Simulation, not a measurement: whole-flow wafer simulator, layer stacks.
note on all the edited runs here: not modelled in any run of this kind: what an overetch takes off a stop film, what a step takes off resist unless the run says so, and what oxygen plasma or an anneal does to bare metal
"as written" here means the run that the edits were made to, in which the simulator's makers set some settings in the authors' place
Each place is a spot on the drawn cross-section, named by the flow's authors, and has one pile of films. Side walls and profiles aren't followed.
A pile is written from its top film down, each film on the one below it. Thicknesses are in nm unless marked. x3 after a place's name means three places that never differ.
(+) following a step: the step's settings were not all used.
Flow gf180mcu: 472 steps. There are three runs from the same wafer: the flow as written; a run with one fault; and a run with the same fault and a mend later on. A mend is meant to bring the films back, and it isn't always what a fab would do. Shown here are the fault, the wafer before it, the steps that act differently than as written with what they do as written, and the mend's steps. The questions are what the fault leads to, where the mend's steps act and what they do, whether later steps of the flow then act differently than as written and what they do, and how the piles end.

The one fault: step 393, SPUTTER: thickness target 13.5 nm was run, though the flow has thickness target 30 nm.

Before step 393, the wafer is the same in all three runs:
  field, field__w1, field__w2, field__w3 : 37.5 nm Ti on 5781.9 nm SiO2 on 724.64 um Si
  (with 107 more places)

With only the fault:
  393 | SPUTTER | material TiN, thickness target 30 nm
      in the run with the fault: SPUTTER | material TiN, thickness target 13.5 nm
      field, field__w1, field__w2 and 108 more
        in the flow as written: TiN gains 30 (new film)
        in the run with the fault: TiN gains 13.5 (new film)
  Steps later in the flow that act otherwise than as written (not shown: 1 more step that differs only slightly, by at most 2% or 0.5 nm, whichever is larger):
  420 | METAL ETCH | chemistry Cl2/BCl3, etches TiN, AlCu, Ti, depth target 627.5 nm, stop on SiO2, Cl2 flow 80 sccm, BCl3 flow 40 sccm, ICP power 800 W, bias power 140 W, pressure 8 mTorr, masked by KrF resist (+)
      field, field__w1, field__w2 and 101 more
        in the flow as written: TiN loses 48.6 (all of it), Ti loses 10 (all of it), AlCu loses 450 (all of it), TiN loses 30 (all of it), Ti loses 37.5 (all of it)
        in the run with the fault: TiN loses 48.6 (all of it), Ti loses 10 (all of it), AlCu loses 450 (all of it), TiN loses 13.5 (all of it), Ti loses 37.5 (all of it)
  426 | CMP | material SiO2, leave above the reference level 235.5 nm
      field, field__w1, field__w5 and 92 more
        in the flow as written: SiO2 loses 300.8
        in the run with the fault: SiO2 loses 317.3
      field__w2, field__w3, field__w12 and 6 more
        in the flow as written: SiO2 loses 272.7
        in the run with the fault: SiO2 loses 289.9
  By the end, the piles at field__w4, field__w8, contact, m1, m1__w1, mim, mim_1p0, m1_nw depart from the flow's by more than 2% or 0.5 nm, whichever is larger.
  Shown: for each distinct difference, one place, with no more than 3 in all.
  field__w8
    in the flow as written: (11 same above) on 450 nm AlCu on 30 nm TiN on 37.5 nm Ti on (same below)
    in the run with the fault: (11 same above) on 450 nm AlCu on 13.5 nm TiN on 37.5 nm Ti on (same below)
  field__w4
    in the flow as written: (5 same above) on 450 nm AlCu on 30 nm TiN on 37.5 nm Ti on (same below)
    in the run with the fault: (5 same above) on 450 nm AlCu on 13.5 nm TiN on 37.5 nm Ti on (same below)
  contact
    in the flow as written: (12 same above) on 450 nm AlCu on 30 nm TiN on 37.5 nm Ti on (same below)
    in the run with the fault: (12 same above) on 450 nm AlCu on 13.5 nm TiN on 37.5 nm Ti on (same below)

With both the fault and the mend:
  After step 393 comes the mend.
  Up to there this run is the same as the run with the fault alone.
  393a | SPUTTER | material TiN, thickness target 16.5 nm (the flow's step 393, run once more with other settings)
      field, field__w1, field__w2 and 108 more
        TiN gains 16.5
  Every later step of the flow that is run acts as written at every place that is followed.
  By the end, the piles equal the flow's at every place that both follow.
